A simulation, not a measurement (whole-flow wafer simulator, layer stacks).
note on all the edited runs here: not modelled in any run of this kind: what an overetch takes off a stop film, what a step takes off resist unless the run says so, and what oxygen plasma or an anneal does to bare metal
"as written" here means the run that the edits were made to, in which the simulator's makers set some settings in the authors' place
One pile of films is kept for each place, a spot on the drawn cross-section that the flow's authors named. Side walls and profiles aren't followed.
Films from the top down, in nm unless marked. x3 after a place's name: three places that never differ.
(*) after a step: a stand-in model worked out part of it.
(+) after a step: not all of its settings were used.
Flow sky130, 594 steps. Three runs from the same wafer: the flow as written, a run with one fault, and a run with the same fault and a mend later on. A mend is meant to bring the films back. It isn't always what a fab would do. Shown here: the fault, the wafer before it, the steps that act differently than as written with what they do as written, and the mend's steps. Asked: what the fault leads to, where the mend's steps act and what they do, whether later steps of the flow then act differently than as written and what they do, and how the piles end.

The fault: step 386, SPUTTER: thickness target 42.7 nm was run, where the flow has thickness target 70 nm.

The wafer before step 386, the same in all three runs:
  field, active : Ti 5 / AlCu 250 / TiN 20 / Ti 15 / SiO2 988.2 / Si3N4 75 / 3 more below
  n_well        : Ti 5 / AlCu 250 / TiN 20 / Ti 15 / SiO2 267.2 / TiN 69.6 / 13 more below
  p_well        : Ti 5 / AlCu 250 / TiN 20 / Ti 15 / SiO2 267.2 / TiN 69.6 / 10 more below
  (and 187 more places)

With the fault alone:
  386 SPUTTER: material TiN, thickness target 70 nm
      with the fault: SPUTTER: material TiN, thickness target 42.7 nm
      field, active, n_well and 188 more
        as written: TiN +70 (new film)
        with the fault: TiN +42.7 (new film)
  Later steps of the flow that act differently than as written (11 more steps differ only slightly, by at most 2% or 0.5 nm, whichever is larger, and aren't shown):
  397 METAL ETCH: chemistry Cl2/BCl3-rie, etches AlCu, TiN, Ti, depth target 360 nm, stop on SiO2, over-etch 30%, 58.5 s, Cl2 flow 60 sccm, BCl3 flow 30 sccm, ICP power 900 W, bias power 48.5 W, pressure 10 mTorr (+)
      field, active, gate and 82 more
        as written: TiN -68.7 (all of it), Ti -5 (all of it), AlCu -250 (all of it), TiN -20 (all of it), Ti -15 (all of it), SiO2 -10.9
        with the fault: TiN -41.4 (all of it), Ti -5 (all of it), AlCu -250 (all of it), TiN -20 (all of it), Ti -15 (all of it), SiO2 -13.7
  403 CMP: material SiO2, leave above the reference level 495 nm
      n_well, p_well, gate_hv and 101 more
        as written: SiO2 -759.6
        with the fault: SiO2 -732.3
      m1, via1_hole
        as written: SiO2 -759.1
        with the fault: SiO2 -731.8
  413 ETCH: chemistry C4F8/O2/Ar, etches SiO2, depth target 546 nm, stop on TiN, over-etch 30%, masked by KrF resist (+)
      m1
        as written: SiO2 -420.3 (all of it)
        with the fault: SiO2 -447.6 (all of it)
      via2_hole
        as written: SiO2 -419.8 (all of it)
        with the fault: SiO2 -447.1 (all of it)
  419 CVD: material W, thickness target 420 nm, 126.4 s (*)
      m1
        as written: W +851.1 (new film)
        with the fault: W +878.8 (new film)
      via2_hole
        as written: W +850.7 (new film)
        with the fault: W +878.3 (new film)
  At the end the piles differ from the flow's by more than 2% or 0.5 nm, whichever is larger, at n_well, p_well, gate_hv and 103 more.
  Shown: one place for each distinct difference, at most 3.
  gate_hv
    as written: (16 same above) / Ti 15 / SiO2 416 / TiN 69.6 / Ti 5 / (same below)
    with the fault: (16 same above) / Ti 15 / SiO2 443.3 / TiN 42.3 / Ti 5 / (same below)
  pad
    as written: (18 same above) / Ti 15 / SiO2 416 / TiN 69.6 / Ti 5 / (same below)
    with the fault: (18 same above) / Ti 15 / SiO2 443.3 / TiN 42.3 / Ti 5 / (same below)
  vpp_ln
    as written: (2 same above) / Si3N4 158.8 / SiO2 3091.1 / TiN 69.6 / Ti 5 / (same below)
    with the fault: (2 same above) / Si3N4 158.8 / SiO2 3118.4 / TiN 42.3 / Ti 5 / (same below)

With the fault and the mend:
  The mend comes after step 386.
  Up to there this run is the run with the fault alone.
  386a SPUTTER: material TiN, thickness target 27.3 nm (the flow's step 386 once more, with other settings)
      field, active, n_well and 188 more
        TiN +27.3
  No later step of the flow acts differently than as written at any place that is followed.
  At the end the piles are the same as the flow's at every place that both follow.
